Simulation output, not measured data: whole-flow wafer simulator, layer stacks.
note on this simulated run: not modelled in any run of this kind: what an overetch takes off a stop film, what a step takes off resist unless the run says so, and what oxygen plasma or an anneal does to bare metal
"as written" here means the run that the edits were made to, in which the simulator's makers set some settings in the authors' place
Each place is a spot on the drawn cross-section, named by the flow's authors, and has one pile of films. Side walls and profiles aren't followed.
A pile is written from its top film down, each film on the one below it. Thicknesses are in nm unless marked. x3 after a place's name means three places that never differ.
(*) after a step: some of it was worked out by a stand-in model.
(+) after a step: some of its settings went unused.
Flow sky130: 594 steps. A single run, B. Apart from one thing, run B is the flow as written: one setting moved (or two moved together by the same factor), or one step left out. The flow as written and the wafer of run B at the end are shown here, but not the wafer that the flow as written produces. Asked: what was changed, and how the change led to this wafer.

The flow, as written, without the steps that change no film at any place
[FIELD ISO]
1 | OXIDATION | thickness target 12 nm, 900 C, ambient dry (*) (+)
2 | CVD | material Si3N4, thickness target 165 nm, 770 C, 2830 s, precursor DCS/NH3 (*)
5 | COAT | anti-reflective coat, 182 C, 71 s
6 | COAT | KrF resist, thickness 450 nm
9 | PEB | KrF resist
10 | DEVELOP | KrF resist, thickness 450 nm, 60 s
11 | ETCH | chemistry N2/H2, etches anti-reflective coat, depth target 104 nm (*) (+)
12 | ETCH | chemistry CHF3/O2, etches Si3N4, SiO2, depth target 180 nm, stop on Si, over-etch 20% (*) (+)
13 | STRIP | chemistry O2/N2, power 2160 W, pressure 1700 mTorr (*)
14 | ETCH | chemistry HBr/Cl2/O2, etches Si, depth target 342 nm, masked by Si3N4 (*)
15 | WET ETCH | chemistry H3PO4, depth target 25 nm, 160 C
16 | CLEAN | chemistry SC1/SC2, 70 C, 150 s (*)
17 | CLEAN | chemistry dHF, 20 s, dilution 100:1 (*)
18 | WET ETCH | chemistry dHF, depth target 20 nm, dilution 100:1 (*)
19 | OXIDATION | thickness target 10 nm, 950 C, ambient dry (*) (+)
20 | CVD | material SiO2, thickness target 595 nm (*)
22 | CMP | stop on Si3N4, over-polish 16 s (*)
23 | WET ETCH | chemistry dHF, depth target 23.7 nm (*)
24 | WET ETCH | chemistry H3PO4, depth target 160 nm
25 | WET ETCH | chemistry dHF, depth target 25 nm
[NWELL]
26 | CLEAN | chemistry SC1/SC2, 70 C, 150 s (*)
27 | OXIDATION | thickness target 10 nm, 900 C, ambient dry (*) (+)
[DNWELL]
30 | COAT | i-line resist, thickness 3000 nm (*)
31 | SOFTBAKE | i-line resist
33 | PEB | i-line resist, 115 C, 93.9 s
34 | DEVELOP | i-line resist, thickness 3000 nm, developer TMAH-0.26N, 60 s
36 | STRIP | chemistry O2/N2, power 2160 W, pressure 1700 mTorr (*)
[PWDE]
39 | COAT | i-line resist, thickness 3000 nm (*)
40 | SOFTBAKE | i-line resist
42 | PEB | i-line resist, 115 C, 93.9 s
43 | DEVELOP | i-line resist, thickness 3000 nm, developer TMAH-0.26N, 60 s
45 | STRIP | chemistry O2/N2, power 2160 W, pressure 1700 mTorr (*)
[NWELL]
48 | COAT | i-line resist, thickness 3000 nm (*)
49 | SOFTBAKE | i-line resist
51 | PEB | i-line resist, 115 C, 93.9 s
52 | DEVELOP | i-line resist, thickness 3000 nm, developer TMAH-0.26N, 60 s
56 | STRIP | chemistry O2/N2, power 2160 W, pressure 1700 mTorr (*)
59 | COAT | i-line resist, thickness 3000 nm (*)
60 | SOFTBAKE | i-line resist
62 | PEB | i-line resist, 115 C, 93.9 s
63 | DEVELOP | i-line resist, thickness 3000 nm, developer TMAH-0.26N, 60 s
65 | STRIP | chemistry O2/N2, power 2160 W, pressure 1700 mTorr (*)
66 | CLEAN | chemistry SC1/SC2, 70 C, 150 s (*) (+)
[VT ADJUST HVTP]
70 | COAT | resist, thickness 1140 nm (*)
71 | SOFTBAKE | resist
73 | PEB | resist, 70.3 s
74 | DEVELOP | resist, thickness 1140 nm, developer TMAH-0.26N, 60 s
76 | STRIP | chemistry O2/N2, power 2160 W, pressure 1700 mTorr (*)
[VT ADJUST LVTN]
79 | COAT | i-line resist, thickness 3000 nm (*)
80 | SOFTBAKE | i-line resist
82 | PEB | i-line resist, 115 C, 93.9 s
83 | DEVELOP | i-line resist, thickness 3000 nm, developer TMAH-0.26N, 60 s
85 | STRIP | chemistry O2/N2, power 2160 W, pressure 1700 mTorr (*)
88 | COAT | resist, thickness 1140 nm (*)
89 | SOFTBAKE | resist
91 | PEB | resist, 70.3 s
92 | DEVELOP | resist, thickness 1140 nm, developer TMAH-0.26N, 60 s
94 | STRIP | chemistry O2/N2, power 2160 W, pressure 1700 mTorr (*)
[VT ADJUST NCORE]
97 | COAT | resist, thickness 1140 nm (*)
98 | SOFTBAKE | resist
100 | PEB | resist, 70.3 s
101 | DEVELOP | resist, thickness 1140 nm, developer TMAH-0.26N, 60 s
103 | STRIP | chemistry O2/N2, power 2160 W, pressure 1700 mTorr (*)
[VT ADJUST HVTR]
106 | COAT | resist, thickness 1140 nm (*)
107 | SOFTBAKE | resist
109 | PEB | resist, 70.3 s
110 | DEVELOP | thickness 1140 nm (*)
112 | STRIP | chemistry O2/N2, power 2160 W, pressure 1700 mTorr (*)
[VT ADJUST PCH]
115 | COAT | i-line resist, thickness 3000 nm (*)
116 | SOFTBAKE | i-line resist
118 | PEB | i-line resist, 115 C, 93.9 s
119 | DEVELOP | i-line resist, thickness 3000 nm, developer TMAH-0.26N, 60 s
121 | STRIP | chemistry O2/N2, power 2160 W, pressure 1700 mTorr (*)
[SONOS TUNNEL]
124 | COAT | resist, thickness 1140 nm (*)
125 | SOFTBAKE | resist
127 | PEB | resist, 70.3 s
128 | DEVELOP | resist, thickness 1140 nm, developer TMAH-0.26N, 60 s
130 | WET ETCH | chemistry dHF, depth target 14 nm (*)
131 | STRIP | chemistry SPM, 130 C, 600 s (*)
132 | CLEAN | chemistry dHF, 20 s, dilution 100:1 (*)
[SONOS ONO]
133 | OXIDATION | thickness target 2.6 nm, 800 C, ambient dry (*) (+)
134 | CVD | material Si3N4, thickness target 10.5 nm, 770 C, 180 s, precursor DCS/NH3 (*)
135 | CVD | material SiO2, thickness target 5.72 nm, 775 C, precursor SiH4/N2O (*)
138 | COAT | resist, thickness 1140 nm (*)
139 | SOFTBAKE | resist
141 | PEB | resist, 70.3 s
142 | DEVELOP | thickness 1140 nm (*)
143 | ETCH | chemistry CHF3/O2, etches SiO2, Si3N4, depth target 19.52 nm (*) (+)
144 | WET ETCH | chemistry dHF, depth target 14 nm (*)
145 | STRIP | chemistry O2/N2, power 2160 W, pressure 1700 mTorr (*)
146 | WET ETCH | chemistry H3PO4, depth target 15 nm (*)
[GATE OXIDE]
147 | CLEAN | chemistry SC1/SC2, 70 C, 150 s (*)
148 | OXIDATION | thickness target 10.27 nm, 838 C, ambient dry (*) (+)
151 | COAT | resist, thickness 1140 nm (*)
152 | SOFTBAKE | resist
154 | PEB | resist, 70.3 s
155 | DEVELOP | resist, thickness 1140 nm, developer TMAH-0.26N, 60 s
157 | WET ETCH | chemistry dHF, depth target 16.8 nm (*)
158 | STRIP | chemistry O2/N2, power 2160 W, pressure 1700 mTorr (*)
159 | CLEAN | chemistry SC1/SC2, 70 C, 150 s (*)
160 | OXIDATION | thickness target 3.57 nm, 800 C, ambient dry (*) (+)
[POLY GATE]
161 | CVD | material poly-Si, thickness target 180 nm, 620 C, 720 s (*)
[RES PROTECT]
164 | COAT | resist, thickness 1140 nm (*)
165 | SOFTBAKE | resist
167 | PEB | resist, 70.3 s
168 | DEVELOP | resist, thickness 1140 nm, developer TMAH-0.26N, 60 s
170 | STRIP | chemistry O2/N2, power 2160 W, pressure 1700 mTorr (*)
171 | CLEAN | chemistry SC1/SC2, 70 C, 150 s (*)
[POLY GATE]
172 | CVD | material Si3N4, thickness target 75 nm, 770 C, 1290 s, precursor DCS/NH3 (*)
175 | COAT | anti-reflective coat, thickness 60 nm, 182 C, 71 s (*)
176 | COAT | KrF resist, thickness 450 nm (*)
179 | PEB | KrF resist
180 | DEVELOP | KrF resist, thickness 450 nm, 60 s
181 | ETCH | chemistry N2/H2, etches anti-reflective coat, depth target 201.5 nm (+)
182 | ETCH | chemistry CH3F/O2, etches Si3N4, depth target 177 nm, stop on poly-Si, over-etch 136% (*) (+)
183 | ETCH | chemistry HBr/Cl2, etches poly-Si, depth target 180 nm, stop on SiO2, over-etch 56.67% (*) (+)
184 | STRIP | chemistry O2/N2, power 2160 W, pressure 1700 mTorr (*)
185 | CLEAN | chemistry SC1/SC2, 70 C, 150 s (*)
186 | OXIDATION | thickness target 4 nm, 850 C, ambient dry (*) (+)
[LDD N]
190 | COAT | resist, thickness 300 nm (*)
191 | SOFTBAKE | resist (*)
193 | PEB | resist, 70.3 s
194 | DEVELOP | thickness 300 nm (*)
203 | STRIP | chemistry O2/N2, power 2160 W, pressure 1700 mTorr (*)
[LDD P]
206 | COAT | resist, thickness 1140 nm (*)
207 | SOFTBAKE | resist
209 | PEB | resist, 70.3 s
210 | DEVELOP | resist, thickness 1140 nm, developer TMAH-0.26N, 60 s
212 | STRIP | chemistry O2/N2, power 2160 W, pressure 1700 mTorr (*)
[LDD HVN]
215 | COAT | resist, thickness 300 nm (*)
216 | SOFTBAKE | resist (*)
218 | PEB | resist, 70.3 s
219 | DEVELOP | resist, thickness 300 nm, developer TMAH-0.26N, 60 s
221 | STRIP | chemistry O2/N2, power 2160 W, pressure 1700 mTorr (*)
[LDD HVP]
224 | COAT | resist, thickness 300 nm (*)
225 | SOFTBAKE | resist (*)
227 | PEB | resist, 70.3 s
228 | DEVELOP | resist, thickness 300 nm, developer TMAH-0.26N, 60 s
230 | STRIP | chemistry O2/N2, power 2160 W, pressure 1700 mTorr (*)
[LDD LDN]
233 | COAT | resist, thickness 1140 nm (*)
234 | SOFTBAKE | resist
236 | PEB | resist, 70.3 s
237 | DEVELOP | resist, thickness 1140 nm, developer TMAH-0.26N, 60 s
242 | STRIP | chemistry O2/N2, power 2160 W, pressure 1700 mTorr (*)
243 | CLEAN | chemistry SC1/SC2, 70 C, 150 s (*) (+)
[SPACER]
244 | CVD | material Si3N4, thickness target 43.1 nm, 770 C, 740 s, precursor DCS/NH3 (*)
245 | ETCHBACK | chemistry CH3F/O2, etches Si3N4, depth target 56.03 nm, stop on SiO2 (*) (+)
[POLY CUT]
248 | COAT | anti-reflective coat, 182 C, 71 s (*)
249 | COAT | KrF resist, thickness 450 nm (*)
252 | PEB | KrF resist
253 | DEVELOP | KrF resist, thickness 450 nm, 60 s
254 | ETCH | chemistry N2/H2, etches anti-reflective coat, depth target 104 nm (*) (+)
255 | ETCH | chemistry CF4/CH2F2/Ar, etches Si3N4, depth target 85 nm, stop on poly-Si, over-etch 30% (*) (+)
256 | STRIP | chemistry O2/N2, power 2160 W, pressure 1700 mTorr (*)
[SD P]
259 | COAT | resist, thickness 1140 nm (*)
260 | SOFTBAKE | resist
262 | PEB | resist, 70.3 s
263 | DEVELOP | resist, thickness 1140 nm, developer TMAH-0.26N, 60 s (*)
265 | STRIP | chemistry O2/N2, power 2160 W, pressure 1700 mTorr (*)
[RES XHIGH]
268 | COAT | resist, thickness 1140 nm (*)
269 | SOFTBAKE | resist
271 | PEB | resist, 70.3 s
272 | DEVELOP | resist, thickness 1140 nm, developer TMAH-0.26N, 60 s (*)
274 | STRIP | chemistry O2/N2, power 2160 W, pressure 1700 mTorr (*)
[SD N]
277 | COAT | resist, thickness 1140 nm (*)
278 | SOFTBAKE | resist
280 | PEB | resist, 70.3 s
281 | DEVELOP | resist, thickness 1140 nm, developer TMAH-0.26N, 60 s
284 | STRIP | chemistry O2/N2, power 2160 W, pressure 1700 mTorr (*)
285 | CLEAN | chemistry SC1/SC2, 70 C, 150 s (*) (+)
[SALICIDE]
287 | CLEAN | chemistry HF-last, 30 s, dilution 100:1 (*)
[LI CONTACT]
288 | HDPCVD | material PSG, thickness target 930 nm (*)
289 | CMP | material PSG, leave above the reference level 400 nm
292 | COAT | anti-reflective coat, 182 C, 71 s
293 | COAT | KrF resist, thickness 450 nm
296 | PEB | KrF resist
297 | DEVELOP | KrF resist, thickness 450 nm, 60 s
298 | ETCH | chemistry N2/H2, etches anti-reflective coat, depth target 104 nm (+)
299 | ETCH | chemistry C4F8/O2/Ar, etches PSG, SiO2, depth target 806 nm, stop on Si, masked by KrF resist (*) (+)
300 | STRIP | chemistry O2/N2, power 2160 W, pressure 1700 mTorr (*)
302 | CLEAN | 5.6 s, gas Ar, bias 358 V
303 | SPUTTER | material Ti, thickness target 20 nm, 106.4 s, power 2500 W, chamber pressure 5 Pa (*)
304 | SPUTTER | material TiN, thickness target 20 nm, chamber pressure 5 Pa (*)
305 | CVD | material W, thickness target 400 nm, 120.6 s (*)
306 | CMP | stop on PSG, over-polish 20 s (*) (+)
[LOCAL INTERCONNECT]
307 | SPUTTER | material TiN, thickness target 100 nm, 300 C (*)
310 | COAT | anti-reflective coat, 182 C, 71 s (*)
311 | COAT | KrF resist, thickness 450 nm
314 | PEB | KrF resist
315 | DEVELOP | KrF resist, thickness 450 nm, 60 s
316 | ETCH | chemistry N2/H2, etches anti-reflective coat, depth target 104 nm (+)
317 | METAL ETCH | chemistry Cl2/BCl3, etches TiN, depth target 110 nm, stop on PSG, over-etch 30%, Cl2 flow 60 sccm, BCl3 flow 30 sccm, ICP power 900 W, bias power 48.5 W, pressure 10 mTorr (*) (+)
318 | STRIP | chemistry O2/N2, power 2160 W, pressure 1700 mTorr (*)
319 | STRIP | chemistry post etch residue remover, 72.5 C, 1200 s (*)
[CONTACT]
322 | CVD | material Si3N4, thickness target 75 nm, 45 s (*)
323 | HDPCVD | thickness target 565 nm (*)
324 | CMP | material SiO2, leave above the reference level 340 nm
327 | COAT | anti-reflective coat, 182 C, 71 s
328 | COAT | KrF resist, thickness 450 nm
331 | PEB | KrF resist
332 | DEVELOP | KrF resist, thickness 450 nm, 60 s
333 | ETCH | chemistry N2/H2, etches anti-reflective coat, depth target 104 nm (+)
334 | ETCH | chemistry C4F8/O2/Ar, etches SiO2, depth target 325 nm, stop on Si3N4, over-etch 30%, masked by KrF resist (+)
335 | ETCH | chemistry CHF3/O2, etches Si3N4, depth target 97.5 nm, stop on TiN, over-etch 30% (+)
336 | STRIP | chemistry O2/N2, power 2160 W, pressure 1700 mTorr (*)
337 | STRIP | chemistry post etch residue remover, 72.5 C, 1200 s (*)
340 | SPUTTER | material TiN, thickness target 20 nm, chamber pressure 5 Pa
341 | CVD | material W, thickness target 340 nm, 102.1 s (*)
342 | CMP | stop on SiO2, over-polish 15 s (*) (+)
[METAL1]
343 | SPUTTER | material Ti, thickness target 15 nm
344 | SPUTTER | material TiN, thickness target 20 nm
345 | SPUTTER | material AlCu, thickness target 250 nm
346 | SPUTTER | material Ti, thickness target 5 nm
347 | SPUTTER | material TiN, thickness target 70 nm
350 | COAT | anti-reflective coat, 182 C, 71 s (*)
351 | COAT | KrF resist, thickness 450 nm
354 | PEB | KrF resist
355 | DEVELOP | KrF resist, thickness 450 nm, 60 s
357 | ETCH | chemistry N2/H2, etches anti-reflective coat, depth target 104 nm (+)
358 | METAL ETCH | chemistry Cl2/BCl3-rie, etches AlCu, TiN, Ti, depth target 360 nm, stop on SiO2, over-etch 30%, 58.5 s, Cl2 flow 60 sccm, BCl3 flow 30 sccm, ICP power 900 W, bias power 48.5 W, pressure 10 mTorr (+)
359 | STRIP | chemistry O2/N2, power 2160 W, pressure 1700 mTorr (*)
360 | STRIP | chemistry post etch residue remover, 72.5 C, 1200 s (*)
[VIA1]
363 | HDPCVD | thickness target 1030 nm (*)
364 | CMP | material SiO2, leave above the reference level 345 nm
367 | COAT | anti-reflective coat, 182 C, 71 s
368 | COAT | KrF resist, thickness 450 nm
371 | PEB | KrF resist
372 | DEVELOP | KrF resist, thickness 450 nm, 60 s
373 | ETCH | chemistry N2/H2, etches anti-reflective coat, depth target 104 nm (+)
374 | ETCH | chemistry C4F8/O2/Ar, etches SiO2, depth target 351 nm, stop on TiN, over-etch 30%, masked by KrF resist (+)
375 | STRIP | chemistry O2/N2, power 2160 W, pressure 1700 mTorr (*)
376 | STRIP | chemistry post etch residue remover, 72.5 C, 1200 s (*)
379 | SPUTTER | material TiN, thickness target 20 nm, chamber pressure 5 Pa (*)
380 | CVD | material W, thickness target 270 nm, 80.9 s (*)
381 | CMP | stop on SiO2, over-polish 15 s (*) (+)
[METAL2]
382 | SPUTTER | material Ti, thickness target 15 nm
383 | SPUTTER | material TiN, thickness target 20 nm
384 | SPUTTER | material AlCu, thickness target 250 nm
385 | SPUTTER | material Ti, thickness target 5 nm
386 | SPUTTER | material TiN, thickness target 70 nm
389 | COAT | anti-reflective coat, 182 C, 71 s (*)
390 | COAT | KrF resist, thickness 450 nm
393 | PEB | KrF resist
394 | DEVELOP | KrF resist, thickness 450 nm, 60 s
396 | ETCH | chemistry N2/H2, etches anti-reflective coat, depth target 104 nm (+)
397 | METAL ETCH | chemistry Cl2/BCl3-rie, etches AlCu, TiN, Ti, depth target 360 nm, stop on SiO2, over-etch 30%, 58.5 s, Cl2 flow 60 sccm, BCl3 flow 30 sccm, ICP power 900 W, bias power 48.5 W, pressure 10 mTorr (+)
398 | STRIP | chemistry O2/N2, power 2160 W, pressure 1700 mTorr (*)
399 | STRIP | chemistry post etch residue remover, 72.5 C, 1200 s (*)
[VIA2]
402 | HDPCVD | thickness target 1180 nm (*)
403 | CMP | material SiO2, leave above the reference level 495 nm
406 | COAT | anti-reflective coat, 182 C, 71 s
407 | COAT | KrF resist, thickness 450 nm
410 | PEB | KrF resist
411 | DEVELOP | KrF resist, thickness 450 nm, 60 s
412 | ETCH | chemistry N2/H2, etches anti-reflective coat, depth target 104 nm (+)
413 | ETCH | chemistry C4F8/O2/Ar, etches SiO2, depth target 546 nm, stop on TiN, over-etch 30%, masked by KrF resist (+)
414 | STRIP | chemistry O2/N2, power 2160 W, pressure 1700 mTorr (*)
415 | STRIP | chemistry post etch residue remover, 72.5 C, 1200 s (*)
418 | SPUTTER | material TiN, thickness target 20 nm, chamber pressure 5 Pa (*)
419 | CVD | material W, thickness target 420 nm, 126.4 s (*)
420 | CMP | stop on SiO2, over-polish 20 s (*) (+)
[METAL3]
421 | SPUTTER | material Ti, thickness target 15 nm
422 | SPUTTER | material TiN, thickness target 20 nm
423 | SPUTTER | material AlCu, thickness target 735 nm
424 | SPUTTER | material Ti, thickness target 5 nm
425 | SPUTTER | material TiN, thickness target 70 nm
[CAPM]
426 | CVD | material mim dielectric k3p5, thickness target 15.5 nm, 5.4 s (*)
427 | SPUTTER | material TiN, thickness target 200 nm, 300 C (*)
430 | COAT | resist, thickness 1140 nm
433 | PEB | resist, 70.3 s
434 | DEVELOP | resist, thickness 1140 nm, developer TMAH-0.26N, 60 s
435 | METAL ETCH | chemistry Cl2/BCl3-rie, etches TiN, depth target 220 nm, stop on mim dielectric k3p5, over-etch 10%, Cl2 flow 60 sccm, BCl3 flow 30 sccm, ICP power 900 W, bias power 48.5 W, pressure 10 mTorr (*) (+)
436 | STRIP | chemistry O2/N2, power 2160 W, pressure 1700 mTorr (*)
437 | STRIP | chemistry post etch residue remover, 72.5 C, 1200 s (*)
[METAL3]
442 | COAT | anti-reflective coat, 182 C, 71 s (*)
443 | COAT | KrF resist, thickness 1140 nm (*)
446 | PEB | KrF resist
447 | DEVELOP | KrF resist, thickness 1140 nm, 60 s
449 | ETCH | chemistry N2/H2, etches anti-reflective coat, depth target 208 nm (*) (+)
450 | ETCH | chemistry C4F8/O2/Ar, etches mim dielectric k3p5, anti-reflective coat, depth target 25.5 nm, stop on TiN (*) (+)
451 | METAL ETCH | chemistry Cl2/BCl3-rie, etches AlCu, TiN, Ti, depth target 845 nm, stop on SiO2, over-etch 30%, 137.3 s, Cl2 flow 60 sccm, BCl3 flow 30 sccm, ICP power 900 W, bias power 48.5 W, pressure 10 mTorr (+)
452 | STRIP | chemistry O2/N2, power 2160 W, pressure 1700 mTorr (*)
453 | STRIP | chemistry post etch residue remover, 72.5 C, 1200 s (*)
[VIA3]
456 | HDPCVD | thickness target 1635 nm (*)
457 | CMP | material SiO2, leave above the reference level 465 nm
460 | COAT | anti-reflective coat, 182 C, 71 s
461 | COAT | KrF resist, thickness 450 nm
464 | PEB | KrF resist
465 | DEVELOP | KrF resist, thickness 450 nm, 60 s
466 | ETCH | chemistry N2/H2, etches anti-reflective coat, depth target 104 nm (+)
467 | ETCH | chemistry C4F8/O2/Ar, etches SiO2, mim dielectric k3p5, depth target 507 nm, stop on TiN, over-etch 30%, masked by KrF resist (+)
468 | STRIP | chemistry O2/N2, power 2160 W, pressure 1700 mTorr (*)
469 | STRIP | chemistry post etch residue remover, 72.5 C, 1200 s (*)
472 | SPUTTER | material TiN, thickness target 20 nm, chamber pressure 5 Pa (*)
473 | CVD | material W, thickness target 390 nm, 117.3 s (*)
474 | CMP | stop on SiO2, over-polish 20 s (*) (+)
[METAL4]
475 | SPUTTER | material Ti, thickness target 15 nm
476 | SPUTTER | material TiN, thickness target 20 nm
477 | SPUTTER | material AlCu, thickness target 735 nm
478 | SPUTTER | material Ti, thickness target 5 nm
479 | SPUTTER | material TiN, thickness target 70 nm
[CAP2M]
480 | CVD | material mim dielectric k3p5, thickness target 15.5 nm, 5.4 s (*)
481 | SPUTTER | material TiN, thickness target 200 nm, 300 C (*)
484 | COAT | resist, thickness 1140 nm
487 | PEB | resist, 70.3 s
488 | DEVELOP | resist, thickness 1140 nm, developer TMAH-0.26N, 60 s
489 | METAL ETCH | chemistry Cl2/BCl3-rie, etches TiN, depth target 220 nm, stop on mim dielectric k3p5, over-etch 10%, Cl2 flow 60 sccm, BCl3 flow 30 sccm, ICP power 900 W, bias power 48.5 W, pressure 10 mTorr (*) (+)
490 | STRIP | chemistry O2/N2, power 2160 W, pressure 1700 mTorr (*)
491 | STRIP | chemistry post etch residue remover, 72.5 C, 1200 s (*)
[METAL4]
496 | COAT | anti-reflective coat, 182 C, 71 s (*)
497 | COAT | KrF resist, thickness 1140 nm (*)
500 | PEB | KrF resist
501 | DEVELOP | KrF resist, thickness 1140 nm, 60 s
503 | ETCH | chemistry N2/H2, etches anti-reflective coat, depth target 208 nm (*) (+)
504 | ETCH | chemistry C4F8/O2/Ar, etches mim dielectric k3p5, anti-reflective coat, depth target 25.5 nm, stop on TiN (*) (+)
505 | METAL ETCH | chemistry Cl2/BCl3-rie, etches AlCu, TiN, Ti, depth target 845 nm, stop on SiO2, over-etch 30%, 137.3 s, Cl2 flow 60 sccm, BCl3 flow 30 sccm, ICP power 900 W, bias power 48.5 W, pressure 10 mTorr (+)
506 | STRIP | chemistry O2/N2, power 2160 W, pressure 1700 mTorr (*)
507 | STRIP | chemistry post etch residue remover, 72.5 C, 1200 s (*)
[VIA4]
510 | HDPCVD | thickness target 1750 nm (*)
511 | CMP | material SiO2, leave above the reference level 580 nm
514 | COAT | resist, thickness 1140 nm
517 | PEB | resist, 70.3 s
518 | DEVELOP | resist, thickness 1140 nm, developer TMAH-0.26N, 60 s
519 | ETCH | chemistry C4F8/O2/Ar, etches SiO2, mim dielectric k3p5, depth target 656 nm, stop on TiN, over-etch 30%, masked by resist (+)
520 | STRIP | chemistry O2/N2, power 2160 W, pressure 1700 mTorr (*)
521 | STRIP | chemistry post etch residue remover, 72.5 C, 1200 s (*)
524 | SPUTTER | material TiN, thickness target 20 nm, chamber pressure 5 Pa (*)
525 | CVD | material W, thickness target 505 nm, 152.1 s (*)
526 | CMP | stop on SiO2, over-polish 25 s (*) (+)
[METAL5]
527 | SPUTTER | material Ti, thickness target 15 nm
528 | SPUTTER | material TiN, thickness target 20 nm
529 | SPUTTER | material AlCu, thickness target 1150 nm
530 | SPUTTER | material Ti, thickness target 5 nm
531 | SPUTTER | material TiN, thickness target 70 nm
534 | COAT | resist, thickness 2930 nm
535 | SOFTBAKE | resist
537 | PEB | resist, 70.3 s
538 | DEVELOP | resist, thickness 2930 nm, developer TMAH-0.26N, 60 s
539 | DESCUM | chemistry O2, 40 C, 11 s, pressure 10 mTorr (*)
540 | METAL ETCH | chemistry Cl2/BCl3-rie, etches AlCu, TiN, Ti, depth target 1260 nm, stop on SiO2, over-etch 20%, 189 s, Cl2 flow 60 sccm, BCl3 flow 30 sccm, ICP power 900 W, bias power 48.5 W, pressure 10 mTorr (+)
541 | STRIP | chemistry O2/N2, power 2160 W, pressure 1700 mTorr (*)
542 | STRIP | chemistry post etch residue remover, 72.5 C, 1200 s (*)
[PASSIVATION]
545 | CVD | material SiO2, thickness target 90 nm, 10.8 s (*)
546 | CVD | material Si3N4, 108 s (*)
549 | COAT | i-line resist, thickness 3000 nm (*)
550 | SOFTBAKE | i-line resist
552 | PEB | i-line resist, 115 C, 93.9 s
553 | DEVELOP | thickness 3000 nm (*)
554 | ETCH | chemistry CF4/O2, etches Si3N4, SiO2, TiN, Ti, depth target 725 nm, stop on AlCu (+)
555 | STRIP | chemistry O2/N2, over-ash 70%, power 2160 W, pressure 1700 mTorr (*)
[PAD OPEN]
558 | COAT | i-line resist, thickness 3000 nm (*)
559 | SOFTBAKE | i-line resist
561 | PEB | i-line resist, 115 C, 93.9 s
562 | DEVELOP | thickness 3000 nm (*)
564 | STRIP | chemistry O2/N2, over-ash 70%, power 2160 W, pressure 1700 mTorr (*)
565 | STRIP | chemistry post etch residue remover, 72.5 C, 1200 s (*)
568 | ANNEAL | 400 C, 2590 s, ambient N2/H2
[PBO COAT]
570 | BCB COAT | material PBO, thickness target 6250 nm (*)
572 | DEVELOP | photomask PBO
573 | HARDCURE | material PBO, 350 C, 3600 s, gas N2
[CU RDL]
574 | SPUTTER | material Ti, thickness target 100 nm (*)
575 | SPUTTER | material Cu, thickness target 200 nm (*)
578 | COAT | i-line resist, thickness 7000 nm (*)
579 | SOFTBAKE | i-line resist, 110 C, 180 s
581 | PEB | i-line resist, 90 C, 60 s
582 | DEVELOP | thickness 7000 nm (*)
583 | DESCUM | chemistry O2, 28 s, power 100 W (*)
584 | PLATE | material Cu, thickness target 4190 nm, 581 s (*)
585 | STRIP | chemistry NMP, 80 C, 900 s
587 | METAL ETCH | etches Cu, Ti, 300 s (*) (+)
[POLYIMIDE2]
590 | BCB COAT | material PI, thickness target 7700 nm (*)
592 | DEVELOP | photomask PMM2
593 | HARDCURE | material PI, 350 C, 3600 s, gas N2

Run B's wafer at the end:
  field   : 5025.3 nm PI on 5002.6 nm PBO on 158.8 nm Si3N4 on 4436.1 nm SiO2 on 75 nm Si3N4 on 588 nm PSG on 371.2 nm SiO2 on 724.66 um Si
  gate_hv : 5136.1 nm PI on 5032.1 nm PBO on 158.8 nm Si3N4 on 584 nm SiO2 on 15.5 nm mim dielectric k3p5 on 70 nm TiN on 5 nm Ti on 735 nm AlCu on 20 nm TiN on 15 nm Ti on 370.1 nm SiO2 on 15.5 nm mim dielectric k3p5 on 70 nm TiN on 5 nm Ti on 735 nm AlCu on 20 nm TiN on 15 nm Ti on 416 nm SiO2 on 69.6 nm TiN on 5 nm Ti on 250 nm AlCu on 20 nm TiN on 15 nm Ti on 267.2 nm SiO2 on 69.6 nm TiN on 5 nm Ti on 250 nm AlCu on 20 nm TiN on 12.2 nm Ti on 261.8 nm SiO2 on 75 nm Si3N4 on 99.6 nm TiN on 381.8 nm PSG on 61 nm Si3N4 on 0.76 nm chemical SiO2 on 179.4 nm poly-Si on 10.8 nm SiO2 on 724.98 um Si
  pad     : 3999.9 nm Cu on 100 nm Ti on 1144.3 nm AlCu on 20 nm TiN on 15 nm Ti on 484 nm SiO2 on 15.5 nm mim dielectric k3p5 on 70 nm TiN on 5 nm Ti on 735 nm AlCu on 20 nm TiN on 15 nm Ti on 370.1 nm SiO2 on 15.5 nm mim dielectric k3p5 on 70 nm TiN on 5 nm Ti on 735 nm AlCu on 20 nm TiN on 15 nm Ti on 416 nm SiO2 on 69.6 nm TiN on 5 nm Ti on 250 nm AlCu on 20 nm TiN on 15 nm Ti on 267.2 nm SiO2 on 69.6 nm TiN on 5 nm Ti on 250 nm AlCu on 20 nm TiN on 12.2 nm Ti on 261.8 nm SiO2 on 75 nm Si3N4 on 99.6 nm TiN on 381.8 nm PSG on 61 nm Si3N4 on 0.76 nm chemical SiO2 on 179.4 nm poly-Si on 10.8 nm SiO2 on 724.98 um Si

Cause: step 343, SPUTTER: thickness target 12.2 nm was run, though the flow has thickness target 15 nm.
The wafer lets one read it off: gate_hv has Ti 12.2, and step 343 as written asks for 15 nm.

How this came from the change, step by step:
  343 | SPUTTER | material Ti, thickness target 15 nm
      field, active, n_well and 188 more: Ti gains 12.2 (new film) (it would be, as written: Ti gains 15 (new film))
  358 | METAL ETCH | chemistry Cl2/BCl3-rie, etches AlCu, TiN, Ti, depth target 360 nm, stop on SiO2, over-etch 30%, 58.5 s, Cl2 flow 60 sccm, BCl3 flow 30 sccm, ICP power 900 W, bias power 48.5 W, pressure 10 mTorr (+)
      field, active, gate and 81 more: TiN loses 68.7 (all of it), Ti loses 5 (all of it), AlCu loses 250 (all of it), TiN loses 20 (all of it), Ti loses 12.2 (all of it), SiO2 loses 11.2 (it would be, as written: TiN loses 68.7 (all of it), Ti loses 5 (all of it), AlCu loses 250 (all of it), TiN loses 20 (all of it), Ti loses 15 (all of it), SiO2 loses 10.9)
